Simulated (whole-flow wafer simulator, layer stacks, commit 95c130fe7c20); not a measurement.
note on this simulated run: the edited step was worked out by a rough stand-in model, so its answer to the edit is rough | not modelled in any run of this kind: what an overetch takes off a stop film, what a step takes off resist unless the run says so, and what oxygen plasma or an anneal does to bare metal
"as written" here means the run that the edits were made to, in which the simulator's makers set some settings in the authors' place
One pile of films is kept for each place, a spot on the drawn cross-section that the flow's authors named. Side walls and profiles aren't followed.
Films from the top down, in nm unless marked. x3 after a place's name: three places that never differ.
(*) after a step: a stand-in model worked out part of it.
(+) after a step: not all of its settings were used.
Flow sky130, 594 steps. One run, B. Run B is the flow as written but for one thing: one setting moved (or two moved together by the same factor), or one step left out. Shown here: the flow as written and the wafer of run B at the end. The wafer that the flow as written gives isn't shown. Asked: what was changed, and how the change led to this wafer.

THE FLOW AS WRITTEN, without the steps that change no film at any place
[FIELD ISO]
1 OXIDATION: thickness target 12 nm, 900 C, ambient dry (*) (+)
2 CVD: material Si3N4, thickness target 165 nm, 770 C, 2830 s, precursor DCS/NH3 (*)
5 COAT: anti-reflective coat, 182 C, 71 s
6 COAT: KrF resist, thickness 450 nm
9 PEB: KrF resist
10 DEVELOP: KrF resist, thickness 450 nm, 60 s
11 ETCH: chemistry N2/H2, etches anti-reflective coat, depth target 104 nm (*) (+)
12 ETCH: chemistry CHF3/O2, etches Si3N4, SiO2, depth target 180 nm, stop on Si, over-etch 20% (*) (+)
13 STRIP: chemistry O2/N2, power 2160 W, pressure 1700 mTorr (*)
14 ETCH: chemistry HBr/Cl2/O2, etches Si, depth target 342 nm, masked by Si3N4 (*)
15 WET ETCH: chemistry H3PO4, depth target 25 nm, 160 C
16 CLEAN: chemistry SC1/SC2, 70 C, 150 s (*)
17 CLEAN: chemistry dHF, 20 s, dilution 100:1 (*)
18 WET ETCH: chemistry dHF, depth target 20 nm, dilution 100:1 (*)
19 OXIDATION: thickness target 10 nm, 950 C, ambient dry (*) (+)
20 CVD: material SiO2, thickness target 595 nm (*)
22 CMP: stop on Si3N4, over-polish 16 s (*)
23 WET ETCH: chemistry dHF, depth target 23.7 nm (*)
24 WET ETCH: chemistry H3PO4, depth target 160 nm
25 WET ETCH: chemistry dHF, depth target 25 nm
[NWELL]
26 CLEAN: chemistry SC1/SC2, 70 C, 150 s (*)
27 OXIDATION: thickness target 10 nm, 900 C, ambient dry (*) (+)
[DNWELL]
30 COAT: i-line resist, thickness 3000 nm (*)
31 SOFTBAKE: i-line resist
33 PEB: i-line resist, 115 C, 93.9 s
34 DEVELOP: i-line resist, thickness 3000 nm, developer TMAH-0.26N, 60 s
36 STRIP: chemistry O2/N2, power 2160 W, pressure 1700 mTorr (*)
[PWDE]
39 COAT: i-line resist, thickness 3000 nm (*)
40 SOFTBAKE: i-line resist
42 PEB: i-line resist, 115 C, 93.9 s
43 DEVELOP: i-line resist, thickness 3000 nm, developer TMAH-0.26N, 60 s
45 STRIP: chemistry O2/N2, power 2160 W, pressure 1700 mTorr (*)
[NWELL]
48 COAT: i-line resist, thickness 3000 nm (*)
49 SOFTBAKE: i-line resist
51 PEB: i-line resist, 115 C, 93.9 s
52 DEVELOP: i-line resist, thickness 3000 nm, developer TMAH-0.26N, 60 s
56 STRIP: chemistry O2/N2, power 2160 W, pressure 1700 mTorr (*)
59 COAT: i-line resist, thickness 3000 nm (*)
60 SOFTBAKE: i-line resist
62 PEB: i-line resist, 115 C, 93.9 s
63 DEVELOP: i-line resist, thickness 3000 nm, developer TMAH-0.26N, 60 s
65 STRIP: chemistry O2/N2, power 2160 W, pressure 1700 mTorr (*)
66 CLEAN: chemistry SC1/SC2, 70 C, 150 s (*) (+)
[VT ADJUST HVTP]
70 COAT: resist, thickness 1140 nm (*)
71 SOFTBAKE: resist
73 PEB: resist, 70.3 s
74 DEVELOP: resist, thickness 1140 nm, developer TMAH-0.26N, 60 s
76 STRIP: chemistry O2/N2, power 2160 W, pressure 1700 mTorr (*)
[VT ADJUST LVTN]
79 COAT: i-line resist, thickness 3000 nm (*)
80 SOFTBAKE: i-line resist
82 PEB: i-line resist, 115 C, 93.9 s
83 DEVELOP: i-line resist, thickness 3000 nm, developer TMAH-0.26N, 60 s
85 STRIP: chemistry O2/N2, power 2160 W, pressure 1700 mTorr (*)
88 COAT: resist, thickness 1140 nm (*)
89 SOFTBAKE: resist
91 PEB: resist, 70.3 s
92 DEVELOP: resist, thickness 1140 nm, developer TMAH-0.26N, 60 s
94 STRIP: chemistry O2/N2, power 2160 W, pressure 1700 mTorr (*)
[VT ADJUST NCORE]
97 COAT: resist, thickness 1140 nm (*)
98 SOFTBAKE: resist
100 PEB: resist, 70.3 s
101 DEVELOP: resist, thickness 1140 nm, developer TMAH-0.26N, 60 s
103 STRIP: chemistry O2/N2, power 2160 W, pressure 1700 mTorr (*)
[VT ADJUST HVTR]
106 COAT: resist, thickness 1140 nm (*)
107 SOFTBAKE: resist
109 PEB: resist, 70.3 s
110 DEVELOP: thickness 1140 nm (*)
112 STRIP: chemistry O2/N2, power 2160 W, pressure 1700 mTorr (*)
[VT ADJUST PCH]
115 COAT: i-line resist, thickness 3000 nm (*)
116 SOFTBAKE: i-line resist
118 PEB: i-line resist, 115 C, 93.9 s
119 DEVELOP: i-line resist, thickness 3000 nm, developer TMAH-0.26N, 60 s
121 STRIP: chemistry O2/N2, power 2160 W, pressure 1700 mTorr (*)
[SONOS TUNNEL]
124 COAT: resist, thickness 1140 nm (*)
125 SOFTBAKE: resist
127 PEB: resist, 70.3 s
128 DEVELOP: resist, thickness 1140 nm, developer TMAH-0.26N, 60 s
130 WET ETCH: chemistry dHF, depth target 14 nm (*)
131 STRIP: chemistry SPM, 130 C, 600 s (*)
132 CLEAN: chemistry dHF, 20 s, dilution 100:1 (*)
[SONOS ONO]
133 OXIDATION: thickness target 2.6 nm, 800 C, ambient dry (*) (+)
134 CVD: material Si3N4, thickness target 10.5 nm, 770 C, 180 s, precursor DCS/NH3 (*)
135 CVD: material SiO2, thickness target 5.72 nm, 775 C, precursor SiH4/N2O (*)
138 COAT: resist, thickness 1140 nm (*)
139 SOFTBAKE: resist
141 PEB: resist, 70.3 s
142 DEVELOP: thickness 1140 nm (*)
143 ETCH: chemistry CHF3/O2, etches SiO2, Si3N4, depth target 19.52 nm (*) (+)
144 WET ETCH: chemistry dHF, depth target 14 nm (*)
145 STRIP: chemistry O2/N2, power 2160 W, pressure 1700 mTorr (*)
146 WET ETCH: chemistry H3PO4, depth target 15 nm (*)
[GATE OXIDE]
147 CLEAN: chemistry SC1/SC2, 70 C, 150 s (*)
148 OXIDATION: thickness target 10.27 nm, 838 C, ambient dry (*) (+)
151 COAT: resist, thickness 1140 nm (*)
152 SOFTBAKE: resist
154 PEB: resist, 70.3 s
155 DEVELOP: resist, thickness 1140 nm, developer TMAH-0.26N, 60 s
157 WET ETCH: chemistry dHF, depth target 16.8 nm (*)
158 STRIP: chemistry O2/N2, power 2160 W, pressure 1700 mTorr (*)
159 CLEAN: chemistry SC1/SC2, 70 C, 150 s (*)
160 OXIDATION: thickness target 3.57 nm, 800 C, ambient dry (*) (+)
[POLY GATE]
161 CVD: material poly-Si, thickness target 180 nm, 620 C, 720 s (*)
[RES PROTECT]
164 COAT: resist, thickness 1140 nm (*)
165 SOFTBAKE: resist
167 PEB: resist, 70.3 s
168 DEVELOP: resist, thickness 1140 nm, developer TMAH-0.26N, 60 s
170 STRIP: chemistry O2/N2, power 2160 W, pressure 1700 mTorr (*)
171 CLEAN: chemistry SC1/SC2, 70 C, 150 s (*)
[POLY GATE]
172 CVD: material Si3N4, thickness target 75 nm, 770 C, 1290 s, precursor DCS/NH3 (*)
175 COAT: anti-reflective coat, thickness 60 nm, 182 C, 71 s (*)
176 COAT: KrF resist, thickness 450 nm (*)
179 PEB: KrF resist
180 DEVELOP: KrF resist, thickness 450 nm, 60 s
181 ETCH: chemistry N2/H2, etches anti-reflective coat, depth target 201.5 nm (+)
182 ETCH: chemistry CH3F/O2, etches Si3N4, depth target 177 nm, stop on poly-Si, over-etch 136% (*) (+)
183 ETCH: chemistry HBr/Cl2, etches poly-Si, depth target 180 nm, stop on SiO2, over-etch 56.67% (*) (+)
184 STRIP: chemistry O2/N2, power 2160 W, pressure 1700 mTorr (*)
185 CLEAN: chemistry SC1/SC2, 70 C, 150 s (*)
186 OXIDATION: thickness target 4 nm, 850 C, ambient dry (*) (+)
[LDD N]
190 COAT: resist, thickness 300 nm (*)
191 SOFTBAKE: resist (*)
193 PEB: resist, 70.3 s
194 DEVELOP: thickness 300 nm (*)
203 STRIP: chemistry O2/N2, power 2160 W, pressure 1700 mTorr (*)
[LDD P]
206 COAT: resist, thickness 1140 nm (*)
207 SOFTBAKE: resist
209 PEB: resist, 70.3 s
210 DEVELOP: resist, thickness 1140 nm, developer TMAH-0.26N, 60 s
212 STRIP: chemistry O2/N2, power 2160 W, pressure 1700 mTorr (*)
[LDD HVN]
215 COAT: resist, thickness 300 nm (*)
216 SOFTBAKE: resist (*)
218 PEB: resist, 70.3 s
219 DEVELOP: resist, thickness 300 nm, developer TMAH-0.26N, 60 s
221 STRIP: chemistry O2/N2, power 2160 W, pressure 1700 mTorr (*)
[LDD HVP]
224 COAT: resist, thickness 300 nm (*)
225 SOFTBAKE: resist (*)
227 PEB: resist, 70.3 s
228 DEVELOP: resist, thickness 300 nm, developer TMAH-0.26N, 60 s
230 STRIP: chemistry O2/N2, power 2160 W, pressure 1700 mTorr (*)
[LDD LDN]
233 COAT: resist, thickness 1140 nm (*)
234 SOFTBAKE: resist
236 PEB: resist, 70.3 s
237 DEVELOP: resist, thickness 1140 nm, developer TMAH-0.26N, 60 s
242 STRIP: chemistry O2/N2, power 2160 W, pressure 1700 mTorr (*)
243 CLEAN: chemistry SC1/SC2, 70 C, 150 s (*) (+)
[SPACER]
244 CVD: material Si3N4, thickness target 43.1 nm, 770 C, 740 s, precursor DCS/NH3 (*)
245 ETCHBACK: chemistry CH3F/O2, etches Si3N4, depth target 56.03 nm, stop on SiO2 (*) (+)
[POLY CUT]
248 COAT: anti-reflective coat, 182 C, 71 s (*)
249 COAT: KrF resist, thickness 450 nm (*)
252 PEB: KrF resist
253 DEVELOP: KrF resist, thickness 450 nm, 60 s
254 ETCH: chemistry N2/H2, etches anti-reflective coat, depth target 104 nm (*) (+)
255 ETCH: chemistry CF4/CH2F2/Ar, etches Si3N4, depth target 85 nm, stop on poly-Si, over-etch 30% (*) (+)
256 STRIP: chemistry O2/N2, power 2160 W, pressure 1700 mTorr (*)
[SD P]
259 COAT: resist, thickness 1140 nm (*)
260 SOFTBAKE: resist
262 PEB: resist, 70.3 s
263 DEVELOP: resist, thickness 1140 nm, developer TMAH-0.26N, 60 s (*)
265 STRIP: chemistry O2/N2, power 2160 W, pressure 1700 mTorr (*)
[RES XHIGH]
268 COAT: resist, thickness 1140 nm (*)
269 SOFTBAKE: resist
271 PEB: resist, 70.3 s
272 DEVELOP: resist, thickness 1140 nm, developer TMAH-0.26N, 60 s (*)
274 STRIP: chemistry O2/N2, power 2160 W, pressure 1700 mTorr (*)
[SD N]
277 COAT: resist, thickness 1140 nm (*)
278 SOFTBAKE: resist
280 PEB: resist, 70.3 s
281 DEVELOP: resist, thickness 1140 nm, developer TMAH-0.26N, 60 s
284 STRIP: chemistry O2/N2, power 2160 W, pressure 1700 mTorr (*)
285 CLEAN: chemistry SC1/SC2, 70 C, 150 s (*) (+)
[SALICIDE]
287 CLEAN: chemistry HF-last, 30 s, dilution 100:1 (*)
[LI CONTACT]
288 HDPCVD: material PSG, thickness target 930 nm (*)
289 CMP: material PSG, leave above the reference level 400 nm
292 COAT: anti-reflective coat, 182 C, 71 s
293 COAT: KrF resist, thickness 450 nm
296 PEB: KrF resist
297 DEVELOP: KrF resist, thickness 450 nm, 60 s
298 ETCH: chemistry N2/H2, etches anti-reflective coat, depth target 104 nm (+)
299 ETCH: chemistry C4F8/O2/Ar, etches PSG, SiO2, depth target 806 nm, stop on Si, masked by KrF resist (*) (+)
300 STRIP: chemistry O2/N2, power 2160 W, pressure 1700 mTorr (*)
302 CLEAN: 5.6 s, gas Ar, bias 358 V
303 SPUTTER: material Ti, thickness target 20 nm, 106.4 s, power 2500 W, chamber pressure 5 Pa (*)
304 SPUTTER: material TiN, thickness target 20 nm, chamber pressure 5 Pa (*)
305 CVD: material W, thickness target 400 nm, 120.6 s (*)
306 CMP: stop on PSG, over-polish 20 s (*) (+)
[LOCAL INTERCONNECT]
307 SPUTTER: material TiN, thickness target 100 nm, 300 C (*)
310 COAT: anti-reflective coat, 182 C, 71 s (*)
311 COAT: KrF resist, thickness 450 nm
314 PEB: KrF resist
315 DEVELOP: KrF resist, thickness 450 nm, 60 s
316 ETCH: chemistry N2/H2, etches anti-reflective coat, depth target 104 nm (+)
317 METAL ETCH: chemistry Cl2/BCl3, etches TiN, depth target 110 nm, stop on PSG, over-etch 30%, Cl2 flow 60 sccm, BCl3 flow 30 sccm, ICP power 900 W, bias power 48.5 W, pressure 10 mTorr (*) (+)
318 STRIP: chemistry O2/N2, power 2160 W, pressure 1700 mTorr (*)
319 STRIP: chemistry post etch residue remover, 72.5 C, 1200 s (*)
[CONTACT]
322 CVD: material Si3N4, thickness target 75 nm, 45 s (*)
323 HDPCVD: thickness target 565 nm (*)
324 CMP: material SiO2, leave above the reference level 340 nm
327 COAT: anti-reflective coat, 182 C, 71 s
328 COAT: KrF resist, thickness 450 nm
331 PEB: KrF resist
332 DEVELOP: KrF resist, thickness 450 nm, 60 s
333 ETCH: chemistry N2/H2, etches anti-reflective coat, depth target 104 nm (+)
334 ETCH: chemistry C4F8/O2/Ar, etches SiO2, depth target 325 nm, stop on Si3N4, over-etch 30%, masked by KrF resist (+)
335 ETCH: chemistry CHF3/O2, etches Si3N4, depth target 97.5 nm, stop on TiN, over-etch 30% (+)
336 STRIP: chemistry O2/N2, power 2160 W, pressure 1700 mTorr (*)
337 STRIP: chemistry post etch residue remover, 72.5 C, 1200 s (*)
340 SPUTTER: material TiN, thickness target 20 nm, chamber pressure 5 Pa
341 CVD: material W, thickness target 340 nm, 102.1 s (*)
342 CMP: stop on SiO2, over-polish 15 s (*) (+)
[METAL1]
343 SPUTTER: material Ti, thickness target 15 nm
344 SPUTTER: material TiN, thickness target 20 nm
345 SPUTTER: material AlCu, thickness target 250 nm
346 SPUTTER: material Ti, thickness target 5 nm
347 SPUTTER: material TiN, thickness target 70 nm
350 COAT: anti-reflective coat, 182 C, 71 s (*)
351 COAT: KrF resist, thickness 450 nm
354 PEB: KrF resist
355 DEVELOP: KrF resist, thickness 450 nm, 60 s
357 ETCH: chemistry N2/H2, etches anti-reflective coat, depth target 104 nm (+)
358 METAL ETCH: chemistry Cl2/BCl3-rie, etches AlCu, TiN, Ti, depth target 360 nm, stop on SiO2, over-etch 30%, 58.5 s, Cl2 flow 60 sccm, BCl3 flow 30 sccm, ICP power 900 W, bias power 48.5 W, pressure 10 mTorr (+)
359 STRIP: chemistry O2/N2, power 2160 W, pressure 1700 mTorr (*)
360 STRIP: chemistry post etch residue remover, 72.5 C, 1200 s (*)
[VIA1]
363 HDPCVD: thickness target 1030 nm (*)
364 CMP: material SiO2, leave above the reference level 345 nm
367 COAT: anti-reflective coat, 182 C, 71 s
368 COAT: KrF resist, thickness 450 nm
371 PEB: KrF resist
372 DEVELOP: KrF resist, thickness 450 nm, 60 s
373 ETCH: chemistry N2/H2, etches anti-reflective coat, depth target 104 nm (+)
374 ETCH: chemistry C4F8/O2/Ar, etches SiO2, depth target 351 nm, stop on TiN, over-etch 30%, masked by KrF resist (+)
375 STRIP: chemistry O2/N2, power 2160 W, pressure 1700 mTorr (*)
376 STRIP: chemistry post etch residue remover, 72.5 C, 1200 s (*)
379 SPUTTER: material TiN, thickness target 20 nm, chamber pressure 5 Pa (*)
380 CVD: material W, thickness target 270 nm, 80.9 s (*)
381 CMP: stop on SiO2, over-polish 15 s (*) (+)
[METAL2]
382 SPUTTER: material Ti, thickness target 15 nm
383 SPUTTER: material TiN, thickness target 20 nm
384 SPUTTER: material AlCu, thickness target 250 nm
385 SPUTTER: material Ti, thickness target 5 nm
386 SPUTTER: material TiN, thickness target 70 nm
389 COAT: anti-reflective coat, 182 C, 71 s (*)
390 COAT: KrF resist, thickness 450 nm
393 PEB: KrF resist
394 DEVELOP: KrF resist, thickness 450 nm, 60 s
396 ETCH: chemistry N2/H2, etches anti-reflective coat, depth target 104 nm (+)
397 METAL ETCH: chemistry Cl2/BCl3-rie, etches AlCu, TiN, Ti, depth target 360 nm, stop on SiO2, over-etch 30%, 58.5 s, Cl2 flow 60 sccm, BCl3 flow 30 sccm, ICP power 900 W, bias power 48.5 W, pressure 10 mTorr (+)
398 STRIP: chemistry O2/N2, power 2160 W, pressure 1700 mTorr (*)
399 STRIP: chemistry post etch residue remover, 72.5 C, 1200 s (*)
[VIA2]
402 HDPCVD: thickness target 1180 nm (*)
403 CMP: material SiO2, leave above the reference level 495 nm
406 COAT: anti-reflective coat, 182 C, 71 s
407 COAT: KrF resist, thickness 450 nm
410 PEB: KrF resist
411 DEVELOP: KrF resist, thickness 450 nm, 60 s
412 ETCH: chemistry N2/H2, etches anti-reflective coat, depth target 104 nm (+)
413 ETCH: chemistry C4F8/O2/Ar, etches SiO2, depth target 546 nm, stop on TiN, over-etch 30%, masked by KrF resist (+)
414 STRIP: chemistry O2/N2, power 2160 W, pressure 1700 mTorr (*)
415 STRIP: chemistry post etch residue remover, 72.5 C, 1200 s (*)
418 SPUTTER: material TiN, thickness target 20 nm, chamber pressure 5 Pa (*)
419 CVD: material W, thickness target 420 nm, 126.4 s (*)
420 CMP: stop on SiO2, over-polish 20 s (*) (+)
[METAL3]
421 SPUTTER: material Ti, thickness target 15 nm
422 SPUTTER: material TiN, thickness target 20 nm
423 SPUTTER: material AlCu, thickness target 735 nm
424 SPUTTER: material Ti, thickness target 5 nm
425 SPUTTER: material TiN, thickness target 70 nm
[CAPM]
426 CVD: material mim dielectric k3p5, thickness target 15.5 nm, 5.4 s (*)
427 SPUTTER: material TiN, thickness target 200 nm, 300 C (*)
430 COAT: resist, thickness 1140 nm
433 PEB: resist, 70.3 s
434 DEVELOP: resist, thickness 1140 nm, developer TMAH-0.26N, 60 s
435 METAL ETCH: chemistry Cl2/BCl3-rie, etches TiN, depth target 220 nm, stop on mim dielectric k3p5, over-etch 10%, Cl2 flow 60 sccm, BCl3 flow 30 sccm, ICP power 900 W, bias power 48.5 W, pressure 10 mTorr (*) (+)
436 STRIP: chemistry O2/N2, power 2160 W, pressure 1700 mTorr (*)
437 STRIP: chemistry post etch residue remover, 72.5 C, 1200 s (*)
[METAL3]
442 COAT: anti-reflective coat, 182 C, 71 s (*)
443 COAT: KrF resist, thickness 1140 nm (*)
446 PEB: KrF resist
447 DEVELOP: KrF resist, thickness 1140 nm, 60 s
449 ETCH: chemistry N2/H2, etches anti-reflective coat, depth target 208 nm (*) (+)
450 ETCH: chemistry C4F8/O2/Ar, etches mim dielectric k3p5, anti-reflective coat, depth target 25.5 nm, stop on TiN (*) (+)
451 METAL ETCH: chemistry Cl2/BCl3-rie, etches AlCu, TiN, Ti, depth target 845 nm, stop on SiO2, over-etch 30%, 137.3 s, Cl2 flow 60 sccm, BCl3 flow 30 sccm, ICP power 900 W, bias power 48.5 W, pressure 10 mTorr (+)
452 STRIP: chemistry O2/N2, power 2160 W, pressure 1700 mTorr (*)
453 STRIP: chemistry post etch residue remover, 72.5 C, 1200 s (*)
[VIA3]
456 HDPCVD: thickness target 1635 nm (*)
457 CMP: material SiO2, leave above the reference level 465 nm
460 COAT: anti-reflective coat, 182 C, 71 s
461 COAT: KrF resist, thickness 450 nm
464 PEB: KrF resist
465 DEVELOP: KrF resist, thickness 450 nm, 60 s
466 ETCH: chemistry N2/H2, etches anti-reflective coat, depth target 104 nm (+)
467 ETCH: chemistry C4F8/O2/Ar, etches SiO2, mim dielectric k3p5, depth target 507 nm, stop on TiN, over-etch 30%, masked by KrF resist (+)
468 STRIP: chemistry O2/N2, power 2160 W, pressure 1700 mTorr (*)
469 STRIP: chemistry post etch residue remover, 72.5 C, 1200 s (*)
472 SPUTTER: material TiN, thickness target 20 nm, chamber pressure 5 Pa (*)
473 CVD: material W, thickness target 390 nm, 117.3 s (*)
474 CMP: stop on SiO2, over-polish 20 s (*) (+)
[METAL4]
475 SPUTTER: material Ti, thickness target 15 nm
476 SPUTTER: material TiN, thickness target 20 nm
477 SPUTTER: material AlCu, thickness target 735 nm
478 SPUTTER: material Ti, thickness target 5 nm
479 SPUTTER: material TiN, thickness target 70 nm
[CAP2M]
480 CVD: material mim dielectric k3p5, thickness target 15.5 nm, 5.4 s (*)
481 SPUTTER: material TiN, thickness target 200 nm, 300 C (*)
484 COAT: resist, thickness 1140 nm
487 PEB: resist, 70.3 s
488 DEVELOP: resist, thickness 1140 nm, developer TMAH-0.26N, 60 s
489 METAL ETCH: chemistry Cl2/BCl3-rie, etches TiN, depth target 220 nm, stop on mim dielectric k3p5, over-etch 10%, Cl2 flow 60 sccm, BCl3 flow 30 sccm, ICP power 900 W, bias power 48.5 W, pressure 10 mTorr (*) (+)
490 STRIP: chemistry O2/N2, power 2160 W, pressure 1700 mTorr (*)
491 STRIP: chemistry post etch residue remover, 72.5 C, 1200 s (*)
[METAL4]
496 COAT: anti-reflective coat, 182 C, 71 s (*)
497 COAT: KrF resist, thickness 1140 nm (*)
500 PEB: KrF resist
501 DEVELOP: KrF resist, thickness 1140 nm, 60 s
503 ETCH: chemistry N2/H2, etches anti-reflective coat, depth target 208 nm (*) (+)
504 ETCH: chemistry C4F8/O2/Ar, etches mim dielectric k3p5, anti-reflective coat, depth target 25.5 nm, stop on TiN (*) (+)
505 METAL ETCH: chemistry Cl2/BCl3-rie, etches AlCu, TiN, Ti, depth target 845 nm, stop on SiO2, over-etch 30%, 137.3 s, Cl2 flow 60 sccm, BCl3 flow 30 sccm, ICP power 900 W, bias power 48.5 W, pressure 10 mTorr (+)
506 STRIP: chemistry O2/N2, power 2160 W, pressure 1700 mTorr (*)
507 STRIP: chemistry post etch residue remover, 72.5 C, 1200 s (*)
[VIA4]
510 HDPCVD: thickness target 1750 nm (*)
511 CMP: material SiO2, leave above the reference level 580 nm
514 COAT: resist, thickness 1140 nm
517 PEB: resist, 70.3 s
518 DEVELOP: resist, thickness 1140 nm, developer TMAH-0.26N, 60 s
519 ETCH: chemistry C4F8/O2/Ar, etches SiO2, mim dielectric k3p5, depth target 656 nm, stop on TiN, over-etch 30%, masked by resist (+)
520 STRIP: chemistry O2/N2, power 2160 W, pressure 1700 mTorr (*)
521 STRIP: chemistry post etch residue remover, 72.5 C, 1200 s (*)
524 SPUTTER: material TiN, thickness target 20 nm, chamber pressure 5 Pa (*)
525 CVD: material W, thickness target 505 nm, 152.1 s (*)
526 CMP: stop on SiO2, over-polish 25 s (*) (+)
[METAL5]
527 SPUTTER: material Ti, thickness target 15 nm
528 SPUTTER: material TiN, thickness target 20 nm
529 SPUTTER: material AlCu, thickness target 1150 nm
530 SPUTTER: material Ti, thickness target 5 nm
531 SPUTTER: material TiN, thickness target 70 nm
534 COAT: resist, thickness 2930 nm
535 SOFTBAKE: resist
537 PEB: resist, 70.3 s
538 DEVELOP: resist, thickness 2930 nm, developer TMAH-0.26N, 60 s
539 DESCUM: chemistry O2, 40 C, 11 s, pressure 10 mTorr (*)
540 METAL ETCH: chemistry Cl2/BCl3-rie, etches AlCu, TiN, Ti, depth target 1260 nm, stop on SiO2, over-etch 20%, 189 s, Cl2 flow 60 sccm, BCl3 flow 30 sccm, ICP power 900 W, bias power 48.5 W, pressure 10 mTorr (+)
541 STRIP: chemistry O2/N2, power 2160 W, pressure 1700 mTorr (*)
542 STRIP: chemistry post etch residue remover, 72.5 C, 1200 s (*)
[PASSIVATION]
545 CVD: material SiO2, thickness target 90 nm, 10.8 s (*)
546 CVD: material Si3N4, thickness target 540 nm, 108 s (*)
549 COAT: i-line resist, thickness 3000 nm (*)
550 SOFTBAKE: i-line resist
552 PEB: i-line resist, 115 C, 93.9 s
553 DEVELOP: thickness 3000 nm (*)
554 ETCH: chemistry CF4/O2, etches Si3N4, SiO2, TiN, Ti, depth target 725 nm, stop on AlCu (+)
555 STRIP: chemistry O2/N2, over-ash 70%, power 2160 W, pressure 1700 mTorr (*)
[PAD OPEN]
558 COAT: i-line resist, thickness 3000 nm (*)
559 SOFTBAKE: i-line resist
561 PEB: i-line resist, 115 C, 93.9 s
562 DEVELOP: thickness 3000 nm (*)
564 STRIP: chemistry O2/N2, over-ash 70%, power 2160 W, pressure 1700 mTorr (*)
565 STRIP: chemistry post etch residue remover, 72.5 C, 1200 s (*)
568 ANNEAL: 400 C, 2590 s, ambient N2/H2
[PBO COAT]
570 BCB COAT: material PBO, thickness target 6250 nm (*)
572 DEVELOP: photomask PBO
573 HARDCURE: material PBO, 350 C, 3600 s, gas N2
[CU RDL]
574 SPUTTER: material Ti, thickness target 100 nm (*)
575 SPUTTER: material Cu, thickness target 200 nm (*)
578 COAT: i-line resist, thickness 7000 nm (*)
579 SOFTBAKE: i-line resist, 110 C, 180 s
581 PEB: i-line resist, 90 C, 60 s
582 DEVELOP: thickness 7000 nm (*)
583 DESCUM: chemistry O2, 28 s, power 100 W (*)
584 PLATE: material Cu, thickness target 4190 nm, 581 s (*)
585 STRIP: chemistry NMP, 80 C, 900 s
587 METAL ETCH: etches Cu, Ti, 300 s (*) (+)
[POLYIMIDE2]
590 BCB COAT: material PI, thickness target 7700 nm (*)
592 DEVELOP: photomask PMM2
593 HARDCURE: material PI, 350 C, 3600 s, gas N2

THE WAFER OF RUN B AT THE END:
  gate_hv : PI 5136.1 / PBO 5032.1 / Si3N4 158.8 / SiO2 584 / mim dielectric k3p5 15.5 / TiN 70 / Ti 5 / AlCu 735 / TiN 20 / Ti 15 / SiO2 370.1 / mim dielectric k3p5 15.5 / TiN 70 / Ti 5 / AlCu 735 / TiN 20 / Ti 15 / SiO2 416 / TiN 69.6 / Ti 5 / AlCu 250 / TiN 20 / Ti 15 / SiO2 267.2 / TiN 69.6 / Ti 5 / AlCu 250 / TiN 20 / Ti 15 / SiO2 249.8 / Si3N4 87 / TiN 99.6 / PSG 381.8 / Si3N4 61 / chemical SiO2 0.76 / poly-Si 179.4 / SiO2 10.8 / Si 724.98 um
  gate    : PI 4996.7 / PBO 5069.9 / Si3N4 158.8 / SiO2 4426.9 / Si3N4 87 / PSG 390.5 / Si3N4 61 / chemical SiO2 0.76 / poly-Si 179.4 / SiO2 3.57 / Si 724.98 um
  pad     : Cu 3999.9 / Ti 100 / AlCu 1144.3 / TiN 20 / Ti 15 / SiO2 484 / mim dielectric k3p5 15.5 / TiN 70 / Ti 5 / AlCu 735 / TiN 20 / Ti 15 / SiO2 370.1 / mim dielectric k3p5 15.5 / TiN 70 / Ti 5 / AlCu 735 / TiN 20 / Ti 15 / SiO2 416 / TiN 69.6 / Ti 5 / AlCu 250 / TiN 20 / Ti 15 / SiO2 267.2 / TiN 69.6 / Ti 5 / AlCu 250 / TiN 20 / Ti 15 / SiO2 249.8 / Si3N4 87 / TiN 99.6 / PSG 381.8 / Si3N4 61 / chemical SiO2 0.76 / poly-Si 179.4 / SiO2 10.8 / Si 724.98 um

The cause: step 322, CVD: thickness target 87 nm was run, where the flow has thickness target 75 nm; step 322, CVD: 52.2 s was run, where the flow has 45 s.
It can be read off the wafer: gate_hv has Si3N4 87, and step 322 as written asks for 75 nm.

How the change led to this, step by step:
  322 CVD: material Si3N4, thickness target 75 nm, 45 s (*)
      field, active, n_well and 188 more: Si3N4 +87 (new film) (as written it would be: Si3N4 +75 (new film))
  324 CMP: material SiO2, leave above the reference level 340 nm
      n_well, p_well, gate_hv and 93 more: SiO2 -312 (as written it would be: SiO2 -300)
      field, active, gate and 88 more: SiO2 -212.4 (as written it would be: SiO2 -200.4)
      (and at 4 more places)
  334 ETCH: chemistry C4F8/O2/Ar, etches SiO2, depth target 325 nm, stop on Si3N4, over-etch 30%, masked by KrF resist (+)
      poly_licon, ndiff_licon, ndiff_licon_cpp, rpo_hd_licon: SiO2 -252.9 (all of it) (as written it would be: SiO2 -264.9 (all of it))
  335 ETCH: chemistry CHF3/O2, etches Si3N4, depth target 97.5 nm, stop on TiN, over-etch 30% (+)
      poly_licon, ndiff_licon, ndiff_licon_cpp, rpo_hd_licon: Si3N4 -87 (all of it) (as written it would be: Si3N4 -75 (all of it))
